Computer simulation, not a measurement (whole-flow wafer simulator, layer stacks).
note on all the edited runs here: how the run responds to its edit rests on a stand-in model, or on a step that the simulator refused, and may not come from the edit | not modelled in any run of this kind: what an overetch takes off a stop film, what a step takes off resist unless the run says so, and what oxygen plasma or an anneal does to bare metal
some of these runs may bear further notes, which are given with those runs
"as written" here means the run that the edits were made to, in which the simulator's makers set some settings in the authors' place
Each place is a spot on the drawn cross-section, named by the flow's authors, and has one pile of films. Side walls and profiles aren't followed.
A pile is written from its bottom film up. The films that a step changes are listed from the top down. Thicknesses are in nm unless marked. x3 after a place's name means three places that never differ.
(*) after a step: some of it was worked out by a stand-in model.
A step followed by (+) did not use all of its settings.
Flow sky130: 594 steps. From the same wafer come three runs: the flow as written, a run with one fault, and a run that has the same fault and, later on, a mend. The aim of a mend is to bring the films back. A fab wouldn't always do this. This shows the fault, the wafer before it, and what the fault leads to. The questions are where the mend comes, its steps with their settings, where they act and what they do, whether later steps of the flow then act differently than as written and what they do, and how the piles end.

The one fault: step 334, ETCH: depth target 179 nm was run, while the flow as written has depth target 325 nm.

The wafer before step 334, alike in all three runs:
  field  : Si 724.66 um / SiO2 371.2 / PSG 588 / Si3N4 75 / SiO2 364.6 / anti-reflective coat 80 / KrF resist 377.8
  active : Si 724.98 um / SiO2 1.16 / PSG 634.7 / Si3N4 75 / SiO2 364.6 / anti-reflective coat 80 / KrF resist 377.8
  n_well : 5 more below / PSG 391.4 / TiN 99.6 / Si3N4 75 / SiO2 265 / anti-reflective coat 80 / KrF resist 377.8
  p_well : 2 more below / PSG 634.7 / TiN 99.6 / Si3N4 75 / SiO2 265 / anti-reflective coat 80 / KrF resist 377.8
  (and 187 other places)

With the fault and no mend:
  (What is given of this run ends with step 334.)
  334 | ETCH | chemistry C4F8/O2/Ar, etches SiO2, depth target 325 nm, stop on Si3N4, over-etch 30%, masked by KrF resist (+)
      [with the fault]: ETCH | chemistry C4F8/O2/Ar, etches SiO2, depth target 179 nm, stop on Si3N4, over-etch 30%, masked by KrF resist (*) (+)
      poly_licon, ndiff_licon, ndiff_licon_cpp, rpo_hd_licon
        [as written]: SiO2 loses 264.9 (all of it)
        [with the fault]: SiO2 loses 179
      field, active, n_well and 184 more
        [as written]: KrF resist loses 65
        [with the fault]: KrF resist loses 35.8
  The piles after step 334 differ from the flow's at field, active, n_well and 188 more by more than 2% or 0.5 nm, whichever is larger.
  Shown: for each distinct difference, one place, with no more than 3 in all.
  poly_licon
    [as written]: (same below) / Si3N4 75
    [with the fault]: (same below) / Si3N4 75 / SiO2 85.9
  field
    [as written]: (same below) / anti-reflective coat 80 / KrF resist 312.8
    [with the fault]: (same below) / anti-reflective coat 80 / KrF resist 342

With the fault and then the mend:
  The mend stands after step 334.
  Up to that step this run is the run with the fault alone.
  334a | ETCH | chemistry C4F8/O2/Ar, etches SiO2, depth target 146 nm, stop on Si3N4, over-etch 30%, masked by KrF resist (+) (the flow's step 334 again, with other settings)
      field, active, n_well and 184 more
        KrF resist loses 29.2
      poly_licon, ndiff_licon, ndiff_licon_cpp, rpo_hd_licon
        SiO2 loses 85.9 (all of it)
  Later steps of the flow that are run all act as written at every place that is followed.
  By the end, the piles equal the flow's at every place that both follow.
